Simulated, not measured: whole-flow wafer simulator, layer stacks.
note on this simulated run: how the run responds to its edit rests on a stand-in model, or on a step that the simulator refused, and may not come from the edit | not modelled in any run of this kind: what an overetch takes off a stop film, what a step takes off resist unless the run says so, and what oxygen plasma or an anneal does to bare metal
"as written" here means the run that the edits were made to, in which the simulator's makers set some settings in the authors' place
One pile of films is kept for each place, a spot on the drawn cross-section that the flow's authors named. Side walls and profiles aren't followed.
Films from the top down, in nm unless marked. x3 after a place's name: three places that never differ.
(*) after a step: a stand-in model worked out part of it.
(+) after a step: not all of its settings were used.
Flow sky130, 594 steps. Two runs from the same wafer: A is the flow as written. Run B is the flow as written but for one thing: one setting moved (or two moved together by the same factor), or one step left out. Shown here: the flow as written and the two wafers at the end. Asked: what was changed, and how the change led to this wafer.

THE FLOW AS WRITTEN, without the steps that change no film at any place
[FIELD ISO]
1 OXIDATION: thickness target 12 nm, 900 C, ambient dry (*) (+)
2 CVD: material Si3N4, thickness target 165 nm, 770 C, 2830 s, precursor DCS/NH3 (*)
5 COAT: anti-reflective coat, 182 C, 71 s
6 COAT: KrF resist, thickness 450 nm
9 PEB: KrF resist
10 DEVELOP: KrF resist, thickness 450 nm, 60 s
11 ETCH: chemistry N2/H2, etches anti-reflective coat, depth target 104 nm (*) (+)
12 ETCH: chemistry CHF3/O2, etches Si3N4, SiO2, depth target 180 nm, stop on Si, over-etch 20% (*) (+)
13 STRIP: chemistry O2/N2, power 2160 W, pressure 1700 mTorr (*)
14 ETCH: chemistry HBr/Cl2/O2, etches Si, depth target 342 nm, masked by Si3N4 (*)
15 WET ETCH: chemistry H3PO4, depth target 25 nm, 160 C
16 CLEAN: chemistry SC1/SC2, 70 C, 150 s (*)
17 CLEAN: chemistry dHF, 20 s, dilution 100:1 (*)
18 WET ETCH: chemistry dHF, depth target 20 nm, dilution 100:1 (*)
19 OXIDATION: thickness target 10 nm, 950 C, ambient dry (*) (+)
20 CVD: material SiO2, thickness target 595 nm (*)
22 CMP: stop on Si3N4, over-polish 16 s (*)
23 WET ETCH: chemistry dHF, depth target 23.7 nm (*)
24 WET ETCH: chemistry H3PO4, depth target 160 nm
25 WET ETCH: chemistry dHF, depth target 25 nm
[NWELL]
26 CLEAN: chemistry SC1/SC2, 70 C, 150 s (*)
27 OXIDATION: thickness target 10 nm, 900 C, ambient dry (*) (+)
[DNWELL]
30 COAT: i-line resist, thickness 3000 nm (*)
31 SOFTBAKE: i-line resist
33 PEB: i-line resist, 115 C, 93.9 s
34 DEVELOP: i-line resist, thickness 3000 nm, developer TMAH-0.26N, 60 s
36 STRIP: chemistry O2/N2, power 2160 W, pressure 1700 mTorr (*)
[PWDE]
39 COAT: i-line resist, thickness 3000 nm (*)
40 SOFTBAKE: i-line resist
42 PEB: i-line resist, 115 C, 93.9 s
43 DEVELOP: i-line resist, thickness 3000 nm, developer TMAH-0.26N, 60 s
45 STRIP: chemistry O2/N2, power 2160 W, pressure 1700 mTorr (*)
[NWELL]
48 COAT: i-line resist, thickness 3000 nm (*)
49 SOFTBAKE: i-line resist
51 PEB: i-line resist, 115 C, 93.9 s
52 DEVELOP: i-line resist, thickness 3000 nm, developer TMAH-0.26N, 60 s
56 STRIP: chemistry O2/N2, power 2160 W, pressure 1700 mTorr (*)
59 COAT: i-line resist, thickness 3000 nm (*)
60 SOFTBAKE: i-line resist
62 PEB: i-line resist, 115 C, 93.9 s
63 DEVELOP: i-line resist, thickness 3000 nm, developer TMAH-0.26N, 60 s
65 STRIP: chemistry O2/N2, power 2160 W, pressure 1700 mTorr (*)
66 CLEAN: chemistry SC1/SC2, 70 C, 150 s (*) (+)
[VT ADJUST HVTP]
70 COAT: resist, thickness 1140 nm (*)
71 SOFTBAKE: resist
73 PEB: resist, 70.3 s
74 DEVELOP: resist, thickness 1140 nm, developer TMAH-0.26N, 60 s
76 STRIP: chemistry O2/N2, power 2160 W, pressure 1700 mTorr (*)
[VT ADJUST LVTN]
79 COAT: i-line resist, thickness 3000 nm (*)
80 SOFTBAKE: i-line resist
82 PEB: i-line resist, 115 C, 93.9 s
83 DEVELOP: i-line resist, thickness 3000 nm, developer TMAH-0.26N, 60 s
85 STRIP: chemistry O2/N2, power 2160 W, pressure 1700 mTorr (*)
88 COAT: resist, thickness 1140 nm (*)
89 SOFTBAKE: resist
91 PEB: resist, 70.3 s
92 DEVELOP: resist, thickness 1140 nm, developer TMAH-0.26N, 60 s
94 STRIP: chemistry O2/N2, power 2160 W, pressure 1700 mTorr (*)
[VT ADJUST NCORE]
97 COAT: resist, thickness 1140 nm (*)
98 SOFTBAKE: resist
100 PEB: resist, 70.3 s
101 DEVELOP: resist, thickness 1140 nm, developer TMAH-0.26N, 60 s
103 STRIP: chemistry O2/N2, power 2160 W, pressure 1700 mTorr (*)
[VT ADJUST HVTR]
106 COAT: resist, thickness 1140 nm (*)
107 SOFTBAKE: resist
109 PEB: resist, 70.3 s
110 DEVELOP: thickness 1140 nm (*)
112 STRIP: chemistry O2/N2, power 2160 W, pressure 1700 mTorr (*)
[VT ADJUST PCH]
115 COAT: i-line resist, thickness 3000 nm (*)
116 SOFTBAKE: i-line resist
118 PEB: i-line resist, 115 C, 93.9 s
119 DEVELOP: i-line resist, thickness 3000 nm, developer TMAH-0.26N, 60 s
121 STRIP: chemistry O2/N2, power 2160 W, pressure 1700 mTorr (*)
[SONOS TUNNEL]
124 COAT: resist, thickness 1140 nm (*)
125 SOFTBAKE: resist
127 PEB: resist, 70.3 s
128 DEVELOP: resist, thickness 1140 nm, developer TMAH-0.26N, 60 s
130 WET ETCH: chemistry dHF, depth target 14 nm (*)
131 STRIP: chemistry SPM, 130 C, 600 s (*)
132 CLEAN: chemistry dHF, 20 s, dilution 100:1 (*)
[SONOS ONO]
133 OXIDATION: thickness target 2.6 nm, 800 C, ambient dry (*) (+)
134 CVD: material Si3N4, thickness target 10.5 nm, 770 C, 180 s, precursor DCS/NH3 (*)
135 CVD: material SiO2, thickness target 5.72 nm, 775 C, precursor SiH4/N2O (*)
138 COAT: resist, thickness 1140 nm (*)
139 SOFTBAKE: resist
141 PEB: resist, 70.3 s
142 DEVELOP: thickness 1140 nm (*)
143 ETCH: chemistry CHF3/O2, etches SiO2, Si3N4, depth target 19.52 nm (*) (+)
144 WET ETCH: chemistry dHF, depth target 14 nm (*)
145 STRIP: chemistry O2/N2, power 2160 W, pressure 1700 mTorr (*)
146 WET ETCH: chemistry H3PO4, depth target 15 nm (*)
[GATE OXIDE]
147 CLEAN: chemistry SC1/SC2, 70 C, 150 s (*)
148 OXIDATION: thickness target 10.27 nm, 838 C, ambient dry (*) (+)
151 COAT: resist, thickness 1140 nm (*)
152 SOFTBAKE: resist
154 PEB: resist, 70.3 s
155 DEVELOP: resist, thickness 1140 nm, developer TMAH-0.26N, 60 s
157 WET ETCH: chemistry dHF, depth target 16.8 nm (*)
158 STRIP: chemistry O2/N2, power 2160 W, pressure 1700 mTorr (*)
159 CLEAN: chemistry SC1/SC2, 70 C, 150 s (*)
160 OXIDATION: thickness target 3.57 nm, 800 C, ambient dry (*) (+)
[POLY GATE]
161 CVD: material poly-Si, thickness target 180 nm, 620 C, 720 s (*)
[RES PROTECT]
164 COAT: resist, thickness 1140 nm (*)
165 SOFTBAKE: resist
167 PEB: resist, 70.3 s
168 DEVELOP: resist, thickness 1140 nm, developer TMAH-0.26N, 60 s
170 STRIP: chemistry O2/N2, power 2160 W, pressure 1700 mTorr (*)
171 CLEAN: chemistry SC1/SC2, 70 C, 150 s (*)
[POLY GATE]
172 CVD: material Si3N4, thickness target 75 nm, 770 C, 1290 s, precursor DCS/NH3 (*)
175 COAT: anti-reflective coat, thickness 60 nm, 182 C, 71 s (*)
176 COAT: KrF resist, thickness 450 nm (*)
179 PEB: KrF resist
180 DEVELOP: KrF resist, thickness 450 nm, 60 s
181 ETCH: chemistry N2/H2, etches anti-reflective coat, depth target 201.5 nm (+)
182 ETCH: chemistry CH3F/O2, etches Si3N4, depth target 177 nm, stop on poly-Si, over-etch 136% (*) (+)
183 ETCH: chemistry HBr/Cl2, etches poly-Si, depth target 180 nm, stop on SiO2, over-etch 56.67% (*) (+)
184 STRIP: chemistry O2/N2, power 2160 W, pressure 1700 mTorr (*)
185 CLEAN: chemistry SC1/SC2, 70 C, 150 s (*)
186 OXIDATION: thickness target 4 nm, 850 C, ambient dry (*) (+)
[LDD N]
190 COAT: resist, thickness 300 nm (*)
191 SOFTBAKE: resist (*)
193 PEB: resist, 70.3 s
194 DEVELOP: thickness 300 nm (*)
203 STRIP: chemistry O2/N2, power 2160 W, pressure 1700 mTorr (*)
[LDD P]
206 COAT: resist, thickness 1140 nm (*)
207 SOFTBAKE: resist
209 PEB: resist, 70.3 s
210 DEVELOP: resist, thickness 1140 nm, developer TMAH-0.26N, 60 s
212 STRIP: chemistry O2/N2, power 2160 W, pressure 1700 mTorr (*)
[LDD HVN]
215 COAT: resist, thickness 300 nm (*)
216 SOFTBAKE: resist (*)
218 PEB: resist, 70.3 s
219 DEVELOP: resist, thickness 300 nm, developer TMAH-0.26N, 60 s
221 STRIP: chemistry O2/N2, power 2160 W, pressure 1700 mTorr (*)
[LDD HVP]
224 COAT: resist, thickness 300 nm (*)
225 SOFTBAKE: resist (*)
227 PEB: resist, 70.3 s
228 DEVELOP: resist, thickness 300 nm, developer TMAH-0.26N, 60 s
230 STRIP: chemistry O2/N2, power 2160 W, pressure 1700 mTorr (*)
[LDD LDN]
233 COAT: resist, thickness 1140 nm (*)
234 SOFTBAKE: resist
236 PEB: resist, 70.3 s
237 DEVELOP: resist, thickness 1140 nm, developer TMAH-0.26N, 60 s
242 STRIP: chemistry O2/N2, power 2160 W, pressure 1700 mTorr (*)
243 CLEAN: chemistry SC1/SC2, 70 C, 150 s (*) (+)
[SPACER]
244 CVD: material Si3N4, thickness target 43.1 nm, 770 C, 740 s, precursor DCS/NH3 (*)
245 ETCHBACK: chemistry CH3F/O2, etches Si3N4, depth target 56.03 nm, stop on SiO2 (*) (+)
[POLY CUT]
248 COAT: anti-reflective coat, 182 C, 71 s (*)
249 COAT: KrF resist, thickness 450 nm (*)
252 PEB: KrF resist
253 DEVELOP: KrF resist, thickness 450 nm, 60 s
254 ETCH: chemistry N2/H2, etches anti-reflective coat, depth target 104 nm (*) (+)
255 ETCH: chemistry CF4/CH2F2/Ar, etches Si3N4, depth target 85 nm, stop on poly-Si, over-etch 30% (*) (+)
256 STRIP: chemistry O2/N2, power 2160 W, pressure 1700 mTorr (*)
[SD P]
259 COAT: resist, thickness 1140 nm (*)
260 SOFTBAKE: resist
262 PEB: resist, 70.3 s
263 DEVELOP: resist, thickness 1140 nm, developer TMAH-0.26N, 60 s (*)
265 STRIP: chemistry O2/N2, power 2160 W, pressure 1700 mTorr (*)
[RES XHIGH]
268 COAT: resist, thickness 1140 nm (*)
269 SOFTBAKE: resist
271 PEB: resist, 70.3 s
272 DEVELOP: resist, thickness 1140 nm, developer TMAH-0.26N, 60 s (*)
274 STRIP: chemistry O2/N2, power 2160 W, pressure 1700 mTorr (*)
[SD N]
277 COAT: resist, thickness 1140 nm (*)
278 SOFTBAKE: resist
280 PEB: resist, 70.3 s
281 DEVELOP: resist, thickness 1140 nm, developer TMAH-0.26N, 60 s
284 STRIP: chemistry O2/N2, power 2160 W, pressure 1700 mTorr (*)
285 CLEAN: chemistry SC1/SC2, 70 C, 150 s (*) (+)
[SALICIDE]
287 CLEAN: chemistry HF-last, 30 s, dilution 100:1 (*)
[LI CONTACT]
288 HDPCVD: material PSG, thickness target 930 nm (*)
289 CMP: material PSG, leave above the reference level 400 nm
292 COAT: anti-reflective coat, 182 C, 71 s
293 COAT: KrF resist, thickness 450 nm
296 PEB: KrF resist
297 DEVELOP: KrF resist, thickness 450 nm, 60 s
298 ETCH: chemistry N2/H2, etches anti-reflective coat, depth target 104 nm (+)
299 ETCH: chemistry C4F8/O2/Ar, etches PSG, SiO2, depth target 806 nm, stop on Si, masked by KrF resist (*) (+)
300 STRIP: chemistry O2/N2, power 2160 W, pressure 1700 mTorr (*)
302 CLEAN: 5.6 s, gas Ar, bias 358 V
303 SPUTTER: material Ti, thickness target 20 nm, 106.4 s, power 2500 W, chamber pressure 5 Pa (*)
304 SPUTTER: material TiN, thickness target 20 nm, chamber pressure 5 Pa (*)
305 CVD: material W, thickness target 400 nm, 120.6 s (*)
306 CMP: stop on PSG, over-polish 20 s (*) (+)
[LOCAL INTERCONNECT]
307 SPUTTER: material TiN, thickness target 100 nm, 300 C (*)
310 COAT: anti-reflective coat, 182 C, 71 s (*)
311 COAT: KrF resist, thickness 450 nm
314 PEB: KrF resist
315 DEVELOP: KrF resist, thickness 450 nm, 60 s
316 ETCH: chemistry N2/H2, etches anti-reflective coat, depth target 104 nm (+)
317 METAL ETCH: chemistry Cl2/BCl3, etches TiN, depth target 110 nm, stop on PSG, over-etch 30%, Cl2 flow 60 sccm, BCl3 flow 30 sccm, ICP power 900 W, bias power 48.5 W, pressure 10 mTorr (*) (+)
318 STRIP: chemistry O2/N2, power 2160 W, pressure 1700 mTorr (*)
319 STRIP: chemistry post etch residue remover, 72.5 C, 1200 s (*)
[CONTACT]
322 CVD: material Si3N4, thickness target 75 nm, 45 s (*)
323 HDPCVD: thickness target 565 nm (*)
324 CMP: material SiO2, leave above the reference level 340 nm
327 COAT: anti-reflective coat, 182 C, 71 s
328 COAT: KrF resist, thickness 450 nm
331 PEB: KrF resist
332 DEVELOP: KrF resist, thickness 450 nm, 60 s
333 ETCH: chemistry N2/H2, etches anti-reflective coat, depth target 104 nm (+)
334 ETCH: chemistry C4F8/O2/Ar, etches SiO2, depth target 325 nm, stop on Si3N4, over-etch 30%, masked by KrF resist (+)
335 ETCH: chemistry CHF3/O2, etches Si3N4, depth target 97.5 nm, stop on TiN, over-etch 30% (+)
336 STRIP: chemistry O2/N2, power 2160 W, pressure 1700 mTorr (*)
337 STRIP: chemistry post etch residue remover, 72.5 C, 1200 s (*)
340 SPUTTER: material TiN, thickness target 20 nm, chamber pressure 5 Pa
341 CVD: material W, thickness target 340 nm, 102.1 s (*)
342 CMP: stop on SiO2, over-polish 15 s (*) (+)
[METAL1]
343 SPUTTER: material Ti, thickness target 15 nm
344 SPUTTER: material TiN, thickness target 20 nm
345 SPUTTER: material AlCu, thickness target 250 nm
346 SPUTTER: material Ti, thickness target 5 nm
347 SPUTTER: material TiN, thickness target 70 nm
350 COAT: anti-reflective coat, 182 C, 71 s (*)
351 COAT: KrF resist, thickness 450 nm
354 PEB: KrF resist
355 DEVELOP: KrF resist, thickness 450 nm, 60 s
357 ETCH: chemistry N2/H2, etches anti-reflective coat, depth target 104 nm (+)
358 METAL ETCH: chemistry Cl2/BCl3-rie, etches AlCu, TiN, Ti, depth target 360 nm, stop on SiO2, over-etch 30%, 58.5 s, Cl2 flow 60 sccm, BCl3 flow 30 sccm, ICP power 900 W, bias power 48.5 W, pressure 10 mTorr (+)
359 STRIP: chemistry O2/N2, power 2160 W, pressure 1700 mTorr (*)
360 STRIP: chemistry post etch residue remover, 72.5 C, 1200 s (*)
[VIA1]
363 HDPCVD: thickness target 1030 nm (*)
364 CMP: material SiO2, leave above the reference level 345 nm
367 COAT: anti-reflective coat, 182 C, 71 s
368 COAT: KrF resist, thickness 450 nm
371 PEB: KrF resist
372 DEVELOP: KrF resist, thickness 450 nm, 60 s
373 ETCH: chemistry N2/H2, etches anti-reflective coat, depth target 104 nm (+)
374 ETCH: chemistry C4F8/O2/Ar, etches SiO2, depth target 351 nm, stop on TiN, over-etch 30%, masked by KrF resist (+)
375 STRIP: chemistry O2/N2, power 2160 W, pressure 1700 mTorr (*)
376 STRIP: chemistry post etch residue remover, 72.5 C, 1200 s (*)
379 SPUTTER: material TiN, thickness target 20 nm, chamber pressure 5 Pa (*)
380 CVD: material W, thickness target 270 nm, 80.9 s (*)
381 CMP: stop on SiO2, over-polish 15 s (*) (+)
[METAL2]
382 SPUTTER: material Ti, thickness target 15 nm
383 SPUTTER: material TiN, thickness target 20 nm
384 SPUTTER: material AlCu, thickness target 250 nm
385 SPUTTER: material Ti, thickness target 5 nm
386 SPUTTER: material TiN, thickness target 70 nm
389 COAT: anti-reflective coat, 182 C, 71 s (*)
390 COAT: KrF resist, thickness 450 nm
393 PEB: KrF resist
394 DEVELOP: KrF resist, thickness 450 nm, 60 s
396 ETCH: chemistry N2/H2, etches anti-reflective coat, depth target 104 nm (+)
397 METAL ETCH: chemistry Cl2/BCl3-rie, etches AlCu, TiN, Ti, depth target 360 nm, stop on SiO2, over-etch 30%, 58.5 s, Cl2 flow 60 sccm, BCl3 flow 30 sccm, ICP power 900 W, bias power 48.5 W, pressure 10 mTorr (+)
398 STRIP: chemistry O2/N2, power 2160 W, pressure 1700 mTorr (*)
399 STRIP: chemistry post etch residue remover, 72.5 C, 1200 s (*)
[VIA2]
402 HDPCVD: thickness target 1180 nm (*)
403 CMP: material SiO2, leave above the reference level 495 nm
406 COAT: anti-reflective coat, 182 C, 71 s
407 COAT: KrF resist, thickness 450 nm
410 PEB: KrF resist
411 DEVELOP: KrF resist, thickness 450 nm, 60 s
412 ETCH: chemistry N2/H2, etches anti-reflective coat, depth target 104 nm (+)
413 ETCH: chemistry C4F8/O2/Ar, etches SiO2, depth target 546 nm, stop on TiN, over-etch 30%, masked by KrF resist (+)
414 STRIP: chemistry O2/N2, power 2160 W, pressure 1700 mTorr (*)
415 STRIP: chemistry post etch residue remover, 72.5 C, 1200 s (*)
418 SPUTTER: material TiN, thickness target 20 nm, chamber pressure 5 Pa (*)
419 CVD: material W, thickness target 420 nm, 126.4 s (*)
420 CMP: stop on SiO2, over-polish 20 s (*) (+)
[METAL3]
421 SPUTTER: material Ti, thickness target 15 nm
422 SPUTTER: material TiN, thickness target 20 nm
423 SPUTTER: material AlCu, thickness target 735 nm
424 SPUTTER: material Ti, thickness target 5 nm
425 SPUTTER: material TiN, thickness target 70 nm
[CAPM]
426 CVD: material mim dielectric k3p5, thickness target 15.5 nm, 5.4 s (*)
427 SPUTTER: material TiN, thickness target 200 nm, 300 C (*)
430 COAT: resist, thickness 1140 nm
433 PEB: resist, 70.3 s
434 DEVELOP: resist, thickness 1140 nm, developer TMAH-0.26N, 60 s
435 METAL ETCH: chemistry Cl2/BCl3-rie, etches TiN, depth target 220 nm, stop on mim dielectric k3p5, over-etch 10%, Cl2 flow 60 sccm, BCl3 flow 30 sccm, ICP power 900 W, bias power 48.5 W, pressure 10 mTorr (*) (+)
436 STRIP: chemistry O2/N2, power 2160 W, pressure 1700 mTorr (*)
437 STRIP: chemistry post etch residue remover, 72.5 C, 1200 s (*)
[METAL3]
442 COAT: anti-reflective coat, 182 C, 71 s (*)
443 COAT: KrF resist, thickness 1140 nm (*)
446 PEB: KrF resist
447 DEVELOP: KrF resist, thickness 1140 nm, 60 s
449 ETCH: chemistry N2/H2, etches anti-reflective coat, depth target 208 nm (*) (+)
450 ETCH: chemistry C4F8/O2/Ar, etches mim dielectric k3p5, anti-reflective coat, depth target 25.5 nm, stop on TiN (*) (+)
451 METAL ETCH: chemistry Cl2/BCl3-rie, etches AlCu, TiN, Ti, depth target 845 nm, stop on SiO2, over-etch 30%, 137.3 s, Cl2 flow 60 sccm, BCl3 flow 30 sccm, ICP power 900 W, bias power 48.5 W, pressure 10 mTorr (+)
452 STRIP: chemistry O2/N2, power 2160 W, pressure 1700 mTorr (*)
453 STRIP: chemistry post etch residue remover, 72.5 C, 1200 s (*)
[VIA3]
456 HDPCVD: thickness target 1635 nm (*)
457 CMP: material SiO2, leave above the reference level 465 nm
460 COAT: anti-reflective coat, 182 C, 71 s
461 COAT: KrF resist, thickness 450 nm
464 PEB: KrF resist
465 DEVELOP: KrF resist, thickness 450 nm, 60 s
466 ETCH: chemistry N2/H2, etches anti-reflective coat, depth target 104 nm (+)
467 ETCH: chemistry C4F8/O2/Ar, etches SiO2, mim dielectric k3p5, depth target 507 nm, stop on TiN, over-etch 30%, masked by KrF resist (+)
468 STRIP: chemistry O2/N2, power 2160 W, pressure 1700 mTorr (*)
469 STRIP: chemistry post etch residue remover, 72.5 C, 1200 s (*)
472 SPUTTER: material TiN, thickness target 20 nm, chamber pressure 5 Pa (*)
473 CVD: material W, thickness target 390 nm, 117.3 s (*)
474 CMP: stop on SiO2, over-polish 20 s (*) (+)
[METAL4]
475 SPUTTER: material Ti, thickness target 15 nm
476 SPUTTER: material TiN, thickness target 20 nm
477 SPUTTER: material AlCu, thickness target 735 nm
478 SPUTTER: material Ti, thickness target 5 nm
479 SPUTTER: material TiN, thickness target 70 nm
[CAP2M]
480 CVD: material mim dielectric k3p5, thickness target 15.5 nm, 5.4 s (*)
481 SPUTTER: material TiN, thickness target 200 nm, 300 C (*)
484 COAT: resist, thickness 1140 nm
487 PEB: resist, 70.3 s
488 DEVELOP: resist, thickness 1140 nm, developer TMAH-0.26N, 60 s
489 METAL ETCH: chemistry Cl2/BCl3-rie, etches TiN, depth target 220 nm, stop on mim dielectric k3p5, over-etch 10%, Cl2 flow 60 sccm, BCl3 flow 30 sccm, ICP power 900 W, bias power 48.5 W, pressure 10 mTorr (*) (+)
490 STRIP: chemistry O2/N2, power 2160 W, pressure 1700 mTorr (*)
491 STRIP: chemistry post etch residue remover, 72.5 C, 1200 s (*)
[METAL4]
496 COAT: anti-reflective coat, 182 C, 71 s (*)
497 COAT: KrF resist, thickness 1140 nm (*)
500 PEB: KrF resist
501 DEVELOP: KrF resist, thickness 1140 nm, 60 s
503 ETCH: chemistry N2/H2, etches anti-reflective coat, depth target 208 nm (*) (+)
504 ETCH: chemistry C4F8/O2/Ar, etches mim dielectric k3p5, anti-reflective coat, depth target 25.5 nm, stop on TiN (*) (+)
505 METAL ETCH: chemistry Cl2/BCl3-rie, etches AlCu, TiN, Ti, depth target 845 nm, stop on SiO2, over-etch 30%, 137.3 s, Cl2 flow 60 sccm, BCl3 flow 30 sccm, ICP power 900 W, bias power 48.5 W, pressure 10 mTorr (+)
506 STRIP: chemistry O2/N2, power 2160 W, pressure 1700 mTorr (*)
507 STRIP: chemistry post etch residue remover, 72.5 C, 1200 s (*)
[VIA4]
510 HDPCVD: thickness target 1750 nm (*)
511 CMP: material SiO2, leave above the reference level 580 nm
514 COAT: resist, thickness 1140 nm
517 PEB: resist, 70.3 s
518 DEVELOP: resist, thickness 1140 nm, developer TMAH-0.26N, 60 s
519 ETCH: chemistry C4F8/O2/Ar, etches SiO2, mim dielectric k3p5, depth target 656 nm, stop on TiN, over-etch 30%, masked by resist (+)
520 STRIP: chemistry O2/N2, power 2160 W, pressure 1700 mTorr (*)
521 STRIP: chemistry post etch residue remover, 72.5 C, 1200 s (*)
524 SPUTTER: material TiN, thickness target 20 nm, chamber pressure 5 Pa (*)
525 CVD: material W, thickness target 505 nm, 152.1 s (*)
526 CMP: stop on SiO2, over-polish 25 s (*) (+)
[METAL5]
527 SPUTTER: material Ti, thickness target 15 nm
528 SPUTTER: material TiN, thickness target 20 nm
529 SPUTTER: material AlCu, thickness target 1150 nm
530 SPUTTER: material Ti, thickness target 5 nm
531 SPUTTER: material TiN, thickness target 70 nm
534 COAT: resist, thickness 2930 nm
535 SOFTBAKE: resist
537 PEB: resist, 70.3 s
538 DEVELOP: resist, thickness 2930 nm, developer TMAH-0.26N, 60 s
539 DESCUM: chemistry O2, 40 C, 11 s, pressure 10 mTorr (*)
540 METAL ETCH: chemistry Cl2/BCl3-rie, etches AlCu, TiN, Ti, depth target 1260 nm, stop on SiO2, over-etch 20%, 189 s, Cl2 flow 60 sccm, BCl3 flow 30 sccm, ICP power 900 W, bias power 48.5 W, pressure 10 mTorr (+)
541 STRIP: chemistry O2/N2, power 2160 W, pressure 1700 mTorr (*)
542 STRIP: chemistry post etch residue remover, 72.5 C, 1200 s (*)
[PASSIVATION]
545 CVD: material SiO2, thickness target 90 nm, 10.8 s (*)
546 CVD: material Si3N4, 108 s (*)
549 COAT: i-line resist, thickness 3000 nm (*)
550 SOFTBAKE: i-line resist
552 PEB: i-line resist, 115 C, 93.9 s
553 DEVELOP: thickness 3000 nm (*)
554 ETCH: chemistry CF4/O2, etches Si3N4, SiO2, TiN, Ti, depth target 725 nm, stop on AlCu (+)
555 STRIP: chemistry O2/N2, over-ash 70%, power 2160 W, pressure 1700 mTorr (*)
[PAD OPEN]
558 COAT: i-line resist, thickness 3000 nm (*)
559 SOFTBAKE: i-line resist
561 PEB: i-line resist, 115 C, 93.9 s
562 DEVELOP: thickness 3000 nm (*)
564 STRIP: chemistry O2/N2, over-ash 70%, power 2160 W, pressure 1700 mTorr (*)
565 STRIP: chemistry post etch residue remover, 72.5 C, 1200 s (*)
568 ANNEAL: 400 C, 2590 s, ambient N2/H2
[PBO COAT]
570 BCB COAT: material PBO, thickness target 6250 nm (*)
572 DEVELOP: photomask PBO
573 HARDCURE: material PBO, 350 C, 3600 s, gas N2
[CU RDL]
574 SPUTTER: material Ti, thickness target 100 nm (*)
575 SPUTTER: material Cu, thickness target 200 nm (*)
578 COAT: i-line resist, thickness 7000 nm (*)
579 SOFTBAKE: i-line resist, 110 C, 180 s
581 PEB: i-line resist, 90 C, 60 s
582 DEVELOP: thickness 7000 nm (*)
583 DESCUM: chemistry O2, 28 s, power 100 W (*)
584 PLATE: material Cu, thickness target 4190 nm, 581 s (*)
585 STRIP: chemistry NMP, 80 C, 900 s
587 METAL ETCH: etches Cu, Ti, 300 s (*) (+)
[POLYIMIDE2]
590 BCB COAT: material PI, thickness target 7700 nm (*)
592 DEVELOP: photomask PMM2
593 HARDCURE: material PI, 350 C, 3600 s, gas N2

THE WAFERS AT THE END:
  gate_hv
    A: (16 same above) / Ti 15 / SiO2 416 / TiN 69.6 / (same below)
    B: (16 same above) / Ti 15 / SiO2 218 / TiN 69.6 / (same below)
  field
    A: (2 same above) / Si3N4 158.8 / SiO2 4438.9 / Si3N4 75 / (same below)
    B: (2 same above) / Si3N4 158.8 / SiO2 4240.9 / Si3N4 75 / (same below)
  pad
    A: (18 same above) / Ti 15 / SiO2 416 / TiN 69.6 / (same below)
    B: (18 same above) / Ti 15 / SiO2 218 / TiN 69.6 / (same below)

The cause: step 403, CMP: leave above the reference level 297 nm was run, where the flow has leave above the reference level 495 nm.

How the change led to this, step by step:
  403 CMP: material SiO2, leave above the reference level 495 nm
      n_well, p_well, gate_hv and 101 more: A SiO2 -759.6 | B SiO2 -957.6
      field, active, gate and 82 more: A SiO2 -389.1 | B SiO2 -587.1
      (and at 2 more places)
  413 ETCH: chemistry C4F8/O2/Ar, etches SiO2, depth target 546 nm, stop on TiN, over-etch 30%, masked by KrF resist (+)
      field, active, n_well and 186 more: A KrF resist -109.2 | B KrF resist -57.8
      m1: A SiO2 -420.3 (all of it) | B SiO2 -222.3 (all of it)
      (and at 1 more place)
  414 STRIP: chemistry O2/N2, power 2160 W, pressure 1700 mTorr (*)
      field, active, n_well and 186 more: A KrF resist -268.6 (all of it), anti-reflective coat -80 (all of it) | B KrF resist -320 (all of it), anti-reflective coat -80 (all of it)
  418 SPUTTER: material TiN, thickness target 20 nm, chamber pressure 5 Pa (*)
      m1, via2_hole: A TiN +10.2 | B TiN +13.1
  419 CVD: material W, thickness target 420 nm, 126.4 s (*)
      m1: A W +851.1 (new film) | B W +650.2 (new film)
      via2_hole: A W +850.7 (new film) | B W +649.7 (new film)
